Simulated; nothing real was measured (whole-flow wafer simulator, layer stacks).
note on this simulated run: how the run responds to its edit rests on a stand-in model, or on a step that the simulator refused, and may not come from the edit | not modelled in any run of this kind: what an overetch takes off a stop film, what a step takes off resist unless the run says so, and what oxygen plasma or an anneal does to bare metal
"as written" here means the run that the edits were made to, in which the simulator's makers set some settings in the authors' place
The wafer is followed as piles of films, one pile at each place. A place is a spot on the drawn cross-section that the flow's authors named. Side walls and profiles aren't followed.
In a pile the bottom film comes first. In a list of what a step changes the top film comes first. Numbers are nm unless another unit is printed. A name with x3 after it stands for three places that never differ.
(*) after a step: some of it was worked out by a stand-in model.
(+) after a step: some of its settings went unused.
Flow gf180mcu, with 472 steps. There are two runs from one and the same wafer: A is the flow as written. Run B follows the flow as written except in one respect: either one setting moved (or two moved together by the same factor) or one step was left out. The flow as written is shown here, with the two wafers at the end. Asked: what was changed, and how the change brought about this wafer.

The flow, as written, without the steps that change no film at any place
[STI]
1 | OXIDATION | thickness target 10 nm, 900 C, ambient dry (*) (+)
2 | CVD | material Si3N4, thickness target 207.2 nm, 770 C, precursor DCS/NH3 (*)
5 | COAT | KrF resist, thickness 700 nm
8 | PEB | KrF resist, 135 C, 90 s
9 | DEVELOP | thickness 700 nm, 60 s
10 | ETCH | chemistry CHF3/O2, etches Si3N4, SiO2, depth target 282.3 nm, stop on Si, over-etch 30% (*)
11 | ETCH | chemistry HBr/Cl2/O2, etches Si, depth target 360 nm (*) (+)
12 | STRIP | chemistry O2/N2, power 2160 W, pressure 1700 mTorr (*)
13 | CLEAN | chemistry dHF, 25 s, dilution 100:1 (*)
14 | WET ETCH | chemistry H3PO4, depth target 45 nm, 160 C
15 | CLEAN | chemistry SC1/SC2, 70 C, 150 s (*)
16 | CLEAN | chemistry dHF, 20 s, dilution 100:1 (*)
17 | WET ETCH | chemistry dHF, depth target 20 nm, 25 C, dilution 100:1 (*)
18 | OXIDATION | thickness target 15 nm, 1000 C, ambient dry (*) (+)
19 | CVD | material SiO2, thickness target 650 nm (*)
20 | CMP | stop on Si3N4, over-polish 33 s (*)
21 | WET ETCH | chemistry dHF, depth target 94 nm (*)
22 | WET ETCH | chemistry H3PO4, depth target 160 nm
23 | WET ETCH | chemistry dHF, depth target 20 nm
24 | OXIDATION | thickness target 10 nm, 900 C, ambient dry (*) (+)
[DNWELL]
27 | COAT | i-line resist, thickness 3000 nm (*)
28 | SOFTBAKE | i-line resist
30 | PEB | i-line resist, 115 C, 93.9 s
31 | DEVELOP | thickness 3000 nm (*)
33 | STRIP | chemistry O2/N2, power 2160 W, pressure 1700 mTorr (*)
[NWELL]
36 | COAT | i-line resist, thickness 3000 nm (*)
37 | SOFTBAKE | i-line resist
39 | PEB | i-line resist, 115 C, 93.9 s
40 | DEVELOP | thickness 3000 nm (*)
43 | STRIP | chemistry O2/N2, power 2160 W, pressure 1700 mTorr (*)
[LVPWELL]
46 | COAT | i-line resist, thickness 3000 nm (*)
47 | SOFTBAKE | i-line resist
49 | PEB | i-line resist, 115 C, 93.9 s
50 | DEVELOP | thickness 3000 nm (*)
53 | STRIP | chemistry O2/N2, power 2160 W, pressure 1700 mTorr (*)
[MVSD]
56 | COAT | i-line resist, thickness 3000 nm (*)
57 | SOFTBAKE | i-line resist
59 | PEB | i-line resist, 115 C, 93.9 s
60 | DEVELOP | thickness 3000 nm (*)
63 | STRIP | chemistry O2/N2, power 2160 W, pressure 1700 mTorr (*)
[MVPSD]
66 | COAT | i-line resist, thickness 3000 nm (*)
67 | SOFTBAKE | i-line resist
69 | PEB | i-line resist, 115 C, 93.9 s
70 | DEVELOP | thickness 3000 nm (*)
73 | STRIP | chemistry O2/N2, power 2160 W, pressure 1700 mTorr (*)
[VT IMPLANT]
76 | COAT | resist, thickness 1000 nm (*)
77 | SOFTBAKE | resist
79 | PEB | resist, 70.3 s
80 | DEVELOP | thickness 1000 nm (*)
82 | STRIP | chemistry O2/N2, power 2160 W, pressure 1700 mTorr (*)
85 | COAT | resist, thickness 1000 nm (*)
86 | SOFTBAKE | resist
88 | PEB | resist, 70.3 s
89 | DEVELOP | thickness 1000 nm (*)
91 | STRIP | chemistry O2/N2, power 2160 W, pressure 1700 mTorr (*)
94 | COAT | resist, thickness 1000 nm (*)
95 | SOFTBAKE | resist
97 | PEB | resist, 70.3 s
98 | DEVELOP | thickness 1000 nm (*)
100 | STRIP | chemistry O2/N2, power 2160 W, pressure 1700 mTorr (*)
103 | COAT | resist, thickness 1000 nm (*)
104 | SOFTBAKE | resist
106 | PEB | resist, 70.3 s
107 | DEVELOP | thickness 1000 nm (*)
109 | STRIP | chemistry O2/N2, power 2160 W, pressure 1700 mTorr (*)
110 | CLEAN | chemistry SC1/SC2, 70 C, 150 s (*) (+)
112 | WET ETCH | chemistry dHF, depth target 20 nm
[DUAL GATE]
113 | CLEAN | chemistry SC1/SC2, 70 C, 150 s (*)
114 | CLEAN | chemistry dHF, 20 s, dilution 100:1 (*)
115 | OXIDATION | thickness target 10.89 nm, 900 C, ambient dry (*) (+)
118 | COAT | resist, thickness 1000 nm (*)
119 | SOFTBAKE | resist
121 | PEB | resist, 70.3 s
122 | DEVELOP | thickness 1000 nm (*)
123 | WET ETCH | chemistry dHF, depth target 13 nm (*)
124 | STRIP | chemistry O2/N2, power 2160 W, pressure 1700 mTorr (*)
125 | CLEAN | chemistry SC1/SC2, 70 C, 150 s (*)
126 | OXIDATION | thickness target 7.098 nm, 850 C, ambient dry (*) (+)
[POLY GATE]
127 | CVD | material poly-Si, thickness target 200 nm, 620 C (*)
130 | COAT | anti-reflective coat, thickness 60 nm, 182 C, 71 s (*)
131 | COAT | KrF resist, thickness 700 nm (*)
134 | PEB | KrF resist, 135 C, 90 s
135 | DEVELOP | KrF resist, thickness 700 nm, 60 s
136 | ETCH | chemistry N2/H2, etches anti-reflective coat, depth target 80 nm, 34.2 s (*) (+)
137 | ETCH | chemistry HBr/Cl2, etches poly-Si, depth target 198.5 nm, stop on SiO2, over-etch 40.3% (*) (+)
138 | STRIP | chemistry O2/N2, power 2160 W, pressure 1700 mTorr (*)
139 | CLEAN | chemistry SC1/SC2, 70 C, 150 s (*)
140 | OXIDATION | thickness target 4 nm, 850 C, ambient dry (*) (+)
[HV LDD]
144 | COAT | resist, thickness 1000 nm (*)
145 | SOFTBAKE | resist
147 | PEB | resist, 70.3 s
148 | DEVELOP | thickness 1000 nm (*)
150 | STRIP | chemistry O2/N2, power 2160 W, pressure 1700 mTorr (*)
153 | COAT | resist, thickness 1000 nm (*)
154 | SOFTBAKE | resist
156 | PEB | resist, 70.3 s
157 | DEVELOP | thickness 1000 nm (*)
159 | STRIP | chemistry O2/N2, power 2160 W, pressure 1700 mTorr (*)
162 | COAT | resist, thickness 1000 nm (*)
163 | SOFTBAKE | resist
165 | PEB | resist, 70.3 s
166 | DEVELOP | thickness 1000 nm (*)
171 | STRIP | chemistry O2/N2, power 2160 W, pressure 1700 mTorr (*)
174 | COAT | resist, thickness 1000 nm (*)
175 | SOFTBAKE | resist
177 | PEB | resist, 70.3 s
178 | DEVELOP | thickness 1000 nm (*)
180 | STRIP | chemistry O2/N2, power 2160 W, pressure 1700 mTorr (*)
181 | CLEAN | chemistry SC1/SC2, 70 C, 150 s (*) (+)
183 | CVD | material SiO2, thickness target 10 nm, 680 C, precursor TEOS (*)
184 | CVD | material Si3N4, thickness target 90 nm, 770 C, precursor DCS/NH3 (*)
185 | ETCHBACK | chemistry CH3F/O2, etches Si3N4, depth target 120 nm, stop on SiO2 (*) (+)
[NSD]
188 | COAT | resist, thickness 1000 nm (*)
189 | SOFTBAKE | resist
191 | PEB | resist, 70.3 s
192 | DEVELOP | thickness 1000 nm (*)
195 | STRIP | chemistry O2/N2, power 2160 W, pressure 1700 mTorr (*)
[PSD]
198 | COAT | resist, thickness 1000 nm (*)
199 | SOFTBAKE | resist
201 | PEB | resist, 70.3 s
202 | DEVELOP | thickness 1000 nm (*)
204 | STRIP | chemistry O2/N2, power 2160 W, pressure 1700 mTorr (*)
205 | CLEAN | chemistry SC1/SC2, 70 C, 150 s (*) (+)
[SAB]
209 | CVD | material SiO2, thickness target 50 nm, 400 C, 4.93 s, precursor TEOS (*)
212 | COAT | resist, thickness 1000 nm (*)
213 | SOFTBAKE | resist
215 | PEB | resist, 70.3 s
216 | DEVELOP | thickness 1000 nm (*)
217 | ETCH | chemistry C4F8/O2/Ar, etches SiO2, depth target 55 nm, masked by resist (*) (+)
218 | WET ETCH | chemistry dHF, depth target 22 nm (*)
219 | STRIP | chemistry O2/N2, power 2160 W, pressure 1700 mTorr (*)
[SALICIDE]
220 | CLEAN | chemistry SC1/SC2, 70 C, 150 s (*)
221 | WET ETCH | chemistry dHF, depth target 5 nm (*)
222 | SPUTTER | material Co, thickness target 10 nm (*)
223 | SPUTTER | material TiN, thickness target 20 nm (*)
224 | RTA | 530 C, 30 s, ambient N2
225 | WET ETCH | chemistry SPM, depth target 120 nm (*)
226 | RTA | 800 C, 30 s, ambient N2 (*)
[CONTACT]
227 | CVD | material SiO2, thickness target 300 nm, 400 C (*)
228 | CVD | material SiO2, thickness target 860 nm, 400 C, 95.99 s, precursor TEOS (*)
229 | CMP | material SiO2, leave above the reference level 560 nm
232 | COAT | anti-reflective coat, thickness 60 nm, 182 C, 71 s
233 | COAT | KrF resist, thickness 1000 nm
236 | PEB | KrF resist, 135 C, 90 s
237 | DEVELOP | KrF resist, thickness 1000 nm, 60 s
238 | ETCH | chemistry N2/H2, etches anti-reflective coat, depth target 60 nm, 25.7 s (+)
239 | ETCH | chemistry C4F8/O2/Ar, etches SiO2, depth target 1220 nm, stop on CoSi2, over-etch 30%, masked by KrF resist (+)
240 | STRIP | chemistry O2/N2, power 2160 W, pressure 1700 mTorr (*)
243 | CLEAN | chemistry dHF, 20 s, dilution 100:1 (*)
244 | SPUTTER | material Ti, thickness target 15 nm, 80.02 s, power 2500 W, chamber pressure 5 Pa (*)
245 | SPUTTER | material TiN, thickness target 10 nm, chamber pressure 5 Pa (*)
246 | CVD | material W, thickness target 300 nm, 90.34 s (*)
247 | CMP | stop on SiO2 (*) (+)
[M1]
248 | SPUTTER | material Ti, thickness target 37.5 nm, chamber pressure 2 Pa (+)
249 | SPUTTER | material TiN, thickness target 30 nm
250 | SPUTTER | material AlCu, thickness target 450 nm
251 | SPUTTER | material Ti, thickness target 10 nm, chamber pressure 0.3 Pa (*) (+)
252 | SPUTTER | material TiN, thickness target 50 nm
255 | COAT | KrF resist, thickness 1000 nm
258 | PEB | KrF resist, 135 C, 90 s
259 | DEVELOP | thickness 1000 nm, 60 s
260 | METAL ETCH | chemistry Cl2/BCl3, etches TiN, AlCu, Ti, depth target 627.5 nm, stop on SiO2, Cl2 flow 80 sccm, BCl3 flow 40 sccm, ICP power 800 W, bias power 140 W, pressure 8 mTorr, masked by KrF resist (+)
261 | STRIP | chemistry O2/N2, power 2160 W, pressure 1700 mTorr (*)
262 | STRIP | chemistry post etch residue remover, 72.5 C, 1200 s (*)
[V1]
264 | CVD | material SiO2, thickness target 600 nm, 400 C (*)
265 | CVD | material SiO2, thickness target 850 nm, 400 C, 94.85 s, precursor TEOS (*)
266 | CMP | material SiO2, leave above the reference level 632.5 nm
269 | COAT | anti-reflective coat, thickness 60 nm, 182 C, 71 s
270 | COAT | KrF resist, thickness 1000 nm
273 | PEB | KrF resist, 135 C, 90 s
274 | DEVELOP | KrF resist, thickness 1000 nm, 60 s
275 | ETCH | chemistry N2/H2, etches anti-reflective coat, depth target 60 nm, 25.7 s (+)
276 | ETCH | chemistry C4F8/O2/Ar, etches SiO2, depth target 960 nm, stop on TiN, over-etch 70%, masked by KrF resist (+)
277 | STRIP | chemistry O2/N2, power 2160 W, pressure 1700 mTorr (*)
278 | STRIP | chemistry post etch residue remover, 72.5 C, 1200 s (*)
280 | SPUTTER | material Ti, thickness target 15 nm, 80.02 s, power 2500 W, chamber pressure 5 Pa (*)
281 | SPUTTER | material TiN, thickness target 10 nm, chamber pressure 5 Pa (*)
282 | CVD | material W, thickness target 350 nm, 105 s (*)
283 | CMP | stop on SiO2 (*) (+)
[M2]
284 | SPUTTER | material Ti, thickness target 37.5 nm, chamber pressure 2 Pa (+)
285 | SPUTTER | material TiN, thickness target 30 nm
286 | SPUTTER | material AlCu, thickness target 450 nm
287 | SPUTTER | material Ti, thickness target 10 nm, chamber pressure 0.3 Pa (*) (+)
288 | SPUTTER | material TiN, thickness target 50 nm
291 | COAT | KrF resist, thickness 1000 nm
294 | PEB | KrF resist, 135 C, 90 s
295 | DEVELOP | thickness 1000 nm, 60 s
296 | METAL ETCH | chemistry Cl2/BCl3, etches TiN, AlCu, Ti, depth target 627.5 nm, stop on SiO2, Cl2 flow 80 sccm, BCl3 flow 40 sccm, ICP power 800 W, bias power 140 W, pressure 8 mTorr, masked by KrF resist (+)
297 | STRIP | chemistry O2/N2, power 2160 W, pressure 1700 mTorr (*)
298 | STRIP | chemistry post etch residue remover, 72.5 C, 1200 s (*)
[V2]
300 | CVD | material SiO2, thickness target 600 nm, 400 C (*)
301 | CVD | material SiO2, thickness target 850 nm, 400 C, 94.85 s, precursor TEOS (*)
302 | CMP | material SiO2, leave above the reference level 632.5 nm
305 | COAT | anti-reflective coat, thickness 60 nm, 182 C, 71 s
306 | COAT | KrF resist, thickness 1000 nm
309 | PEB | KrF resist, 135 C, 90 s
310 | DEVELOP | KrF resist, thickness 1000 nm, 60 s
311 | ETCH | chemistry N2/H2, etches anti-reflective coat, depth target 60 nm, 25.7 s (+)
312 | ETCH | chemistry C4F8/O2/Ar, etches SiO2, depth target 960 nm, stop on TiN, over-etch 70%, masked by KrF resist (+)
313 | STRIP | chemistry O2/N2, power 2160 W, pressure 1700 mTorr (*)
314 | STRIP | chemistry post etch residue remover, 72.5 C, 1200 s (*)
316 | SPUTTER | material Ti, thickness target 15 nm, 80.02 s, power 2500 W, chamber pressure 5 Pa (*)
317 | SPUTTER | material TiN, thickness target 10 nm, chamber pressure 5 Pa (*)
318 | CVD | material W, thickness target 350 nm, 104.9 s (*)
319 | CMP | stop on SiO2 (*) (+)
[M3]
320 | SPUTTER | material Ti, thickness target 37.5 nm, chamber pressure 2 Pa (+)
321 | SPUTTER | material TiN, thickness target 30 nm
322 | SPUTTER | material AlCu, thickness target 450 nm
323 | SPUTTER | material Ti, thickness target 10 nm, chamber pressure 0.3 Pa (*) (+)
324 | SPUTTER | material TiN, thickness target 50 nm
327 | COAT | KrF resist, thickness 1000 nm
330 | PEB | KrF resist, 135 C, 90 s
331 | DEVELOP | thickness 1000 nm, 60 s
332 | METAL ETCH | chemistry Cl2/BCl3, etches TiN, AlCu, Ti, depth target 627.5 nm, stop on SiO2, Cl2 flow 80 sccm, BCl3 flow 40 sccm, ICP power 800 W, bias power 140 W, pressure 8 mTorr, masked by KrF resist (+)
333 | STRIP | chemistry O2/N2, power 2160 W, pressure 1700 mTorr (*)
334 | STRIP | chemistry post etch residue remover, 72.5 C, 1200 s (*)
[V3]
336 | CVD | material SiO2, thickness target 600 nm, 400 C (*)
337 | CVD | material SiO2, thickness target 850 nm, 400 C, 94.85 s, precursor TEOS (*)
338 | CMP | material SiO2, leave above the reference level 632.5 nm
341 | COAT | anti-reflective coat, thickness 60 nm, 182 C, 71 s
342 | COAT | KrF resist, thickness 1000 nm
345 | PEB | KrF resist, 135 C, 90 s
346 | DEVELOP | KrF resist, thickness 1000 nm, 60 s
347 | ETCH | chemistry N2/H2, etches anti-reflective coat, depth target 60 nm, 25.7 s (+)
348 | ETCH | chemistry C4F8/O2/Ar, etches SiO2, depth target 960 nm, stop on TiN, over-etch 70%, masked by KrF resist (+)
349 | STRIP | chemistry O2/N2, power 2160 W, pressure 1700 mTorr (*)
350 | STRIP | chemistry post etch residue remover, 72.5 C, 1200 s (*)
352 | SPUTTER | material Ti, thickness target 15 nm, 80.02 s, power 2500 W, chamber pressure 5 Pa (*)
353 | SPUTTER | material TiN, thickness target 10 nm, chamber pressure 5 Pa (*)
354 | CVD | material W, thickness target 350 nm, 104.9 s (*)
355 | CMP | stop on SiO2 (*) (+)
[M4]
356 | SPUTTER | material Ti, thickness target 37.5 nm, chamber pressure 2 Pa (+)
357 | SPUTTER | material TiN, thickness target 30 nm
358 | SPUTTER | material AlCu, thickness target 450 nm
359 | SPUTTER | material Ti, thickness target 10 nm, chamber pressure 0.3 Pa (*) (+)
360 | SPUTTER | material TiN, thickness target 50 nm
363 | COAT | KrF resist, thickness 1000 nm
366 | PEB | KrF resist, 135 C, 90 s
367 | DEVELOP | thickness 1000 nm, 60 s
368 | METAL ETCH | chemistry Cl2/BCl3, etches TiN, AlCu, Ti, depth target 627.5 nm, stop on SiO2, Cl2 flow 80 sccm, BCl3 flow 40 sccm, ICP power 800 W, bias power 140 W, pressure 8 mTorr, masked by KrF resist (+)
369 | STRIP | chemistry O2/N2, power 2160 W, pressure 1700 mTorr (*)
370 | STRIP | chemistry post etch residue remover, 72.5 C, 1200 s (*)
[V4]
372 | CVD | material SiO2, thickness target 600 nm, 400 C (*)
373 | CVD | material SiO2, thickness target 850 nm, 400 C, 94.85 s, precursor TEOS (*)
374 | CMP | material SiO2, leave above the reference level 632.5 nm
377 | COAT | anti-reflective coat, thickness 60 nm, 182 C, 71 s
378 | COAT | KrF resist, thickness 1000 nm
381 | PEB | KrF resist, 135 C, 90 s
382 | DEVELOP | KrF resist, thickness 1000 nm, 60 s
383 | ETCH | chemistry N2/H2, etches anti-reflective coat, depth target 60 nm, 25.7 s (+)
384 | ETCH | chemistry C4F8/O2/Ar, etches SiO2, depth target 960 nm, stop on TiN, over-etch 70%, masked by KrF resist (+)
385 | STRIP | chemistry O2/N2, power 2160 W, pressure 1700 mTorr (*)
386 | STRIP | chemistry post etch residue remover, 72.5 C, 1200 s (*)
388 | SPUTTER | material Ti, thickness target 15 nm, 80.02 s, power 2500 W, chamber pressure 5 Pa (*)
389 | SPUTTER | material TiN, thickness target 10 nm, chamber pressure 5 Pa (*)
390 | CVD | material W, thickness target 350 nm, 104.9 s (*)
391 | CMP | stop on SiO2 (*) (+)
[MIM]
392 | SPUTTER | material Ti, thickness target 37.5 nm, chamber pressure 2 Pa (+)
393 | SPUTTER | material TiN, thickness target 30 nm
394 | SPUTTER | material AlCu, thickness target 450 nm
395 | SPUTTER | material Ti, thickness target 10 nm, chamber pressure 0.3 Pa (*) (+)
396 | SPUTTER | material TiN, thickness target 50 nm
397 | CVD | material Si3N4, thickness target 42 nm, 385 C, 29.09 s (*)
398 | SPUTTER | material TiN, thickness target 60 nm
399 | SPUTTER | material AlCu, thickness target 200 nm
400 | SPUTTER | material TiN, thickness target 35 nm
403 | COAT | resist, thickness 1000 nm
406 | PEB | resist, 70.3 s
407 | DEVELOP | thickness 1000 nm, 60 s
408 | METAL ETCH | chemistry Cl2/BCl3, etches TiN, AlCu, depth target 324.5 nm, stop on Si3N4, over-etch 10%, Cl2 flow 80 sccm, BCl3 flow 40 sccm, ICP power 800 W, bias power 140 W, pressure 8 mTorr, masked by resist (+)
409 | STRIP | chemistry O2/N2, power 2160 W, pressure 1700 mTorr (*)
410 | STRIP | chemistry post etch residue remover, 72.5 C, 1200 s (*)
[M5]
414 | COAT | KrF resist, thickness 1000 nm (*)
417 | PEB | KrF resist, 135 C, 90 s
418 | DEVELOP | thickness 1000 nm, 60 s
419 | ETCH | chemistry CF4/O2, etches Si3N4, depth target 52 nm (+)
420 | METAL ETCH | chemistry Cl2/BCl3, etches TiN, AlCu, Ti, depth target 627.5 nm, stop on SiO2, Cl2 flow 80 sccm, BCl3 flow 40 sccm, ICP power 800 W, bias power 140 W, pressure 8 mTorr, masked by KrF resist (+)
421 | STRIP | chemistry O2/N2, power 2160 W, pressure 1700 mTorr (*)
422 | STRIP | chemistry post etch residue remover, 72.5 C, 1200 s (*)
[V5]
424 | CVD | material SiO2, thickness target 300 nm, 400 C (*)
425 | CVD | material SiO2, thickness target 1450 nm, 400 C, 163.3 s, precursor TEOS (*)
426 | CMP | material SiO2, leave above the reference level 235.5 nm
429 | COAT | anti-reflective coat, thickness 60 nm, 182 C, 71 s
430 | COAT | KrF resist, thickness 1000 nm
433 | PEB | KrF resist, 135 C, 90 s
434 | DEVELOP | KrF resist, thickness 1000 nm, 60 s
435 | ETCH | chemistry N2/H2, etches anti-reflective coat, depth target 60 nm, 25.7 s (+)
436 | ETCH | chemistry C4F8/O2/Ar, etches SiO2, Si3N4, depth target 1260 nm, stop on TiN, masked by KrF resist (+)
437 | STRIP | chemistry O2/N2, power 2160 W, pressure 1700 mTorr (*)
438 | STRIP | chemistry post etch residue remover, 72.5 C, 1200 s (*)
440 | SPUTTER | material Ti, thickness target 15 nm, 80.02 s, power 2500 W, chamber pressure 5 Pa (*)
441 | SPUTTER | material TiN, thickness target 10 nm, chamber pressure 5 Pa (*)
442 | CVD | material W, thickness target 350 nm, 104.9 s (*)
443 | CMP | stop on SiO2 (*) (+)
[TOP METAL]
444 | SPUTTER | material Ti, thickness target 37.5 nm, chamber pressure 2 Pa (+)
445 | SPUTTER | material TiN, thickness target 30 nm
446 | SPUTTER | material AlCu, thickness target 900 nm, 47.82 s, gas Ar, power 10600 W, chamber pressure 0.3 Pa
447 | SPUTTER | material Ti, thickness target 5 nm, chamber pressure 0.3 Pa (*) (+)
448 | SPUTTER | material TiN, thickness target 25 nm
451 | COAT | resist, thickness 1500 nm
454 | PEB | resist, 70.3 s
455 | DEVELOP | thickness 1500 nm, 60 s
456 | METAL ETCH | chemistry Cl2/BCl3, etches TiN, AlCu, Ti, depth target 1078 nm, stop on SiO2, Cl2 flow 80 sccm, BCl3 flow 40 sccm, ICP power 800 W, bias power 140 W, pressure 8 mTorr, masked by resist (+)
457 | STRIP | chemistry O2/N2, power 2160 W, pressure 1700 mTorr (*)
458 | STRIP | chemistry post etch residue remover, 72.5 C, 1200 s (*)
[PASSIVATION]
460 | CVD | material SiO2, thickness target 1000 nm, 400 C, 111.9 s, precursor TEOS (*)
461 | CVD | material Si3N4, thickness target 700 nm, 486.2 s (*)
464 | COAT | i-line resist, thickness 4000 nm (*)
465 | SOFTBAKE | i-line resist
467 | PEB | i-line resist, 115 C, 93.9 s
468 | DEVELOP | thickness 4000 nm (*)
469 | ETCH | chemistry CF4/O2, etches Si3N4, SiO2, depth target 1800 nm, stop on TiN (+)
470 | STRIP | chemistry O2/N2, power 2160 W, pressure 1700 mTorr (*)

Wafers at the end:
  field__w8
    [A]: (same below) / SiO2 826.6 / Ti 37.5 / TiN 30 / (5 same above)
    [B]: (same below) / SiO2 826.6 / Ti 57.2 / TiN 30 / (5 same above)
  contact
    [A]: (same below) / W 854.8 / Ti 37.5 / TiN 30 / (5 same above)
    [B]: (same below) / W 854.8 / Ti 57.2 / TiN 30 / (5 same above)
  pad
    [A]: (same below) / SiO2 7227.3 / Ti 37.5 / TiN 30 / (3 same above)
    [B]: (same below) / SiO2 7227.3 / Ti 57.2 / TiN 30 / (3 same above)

Cause: step 444, SPUTTER: thickness target 57.2 nm was run, though the flow has thickness target 37.5 nm.
One can read it off the wafer: field__w8 has Ti 57.2, and step 444 as written asks for 37.5 nm.

The path from the change to this, step by step:
  444 | SPUTTER | material Ti, thickness target 37.5 nm, chamber pressure 2 Pa (+)
      field, field__w1, field__w2 and 109 more: A Ti gains 37.5 (new film) | B Ti gains 57.2 (new film)
  456 | METAL ETCH | chemistry Cl2/BCl3, etches TiN, AlCu, Ti, depth target 1078 nm, stop on SiO2, Cl2 flow 80 sccm, BCl3 flow 40 sccm, ICP power 800 W, bias power 140 W, pressure 8 mTorr, masked by resist (+)
      field, field__w1, field__w2 and 103 more: A TiN loses 25 (all of it), Ti loses 5 (all of it), AlCu loses 900 (all of it), TiN loses 30 (all of it), Ti loses 37.5 (all of it) | B TiN loses 25 (all of it), Ti loses 5 (all of it), AlCu loses 900 (all of it), TiN loses 30 (all of it), Ti loses 57.2 (all of it)
  465 | SOFTBAKE | i-line resist
      gate: A i-line resist gains 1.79 | B i-line resist loses 0.21
      ld_acc_p, ld_fp_p: A i-line resist gains 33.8 | B i-line resist gains 27.7
      (as well as at 63 more places)
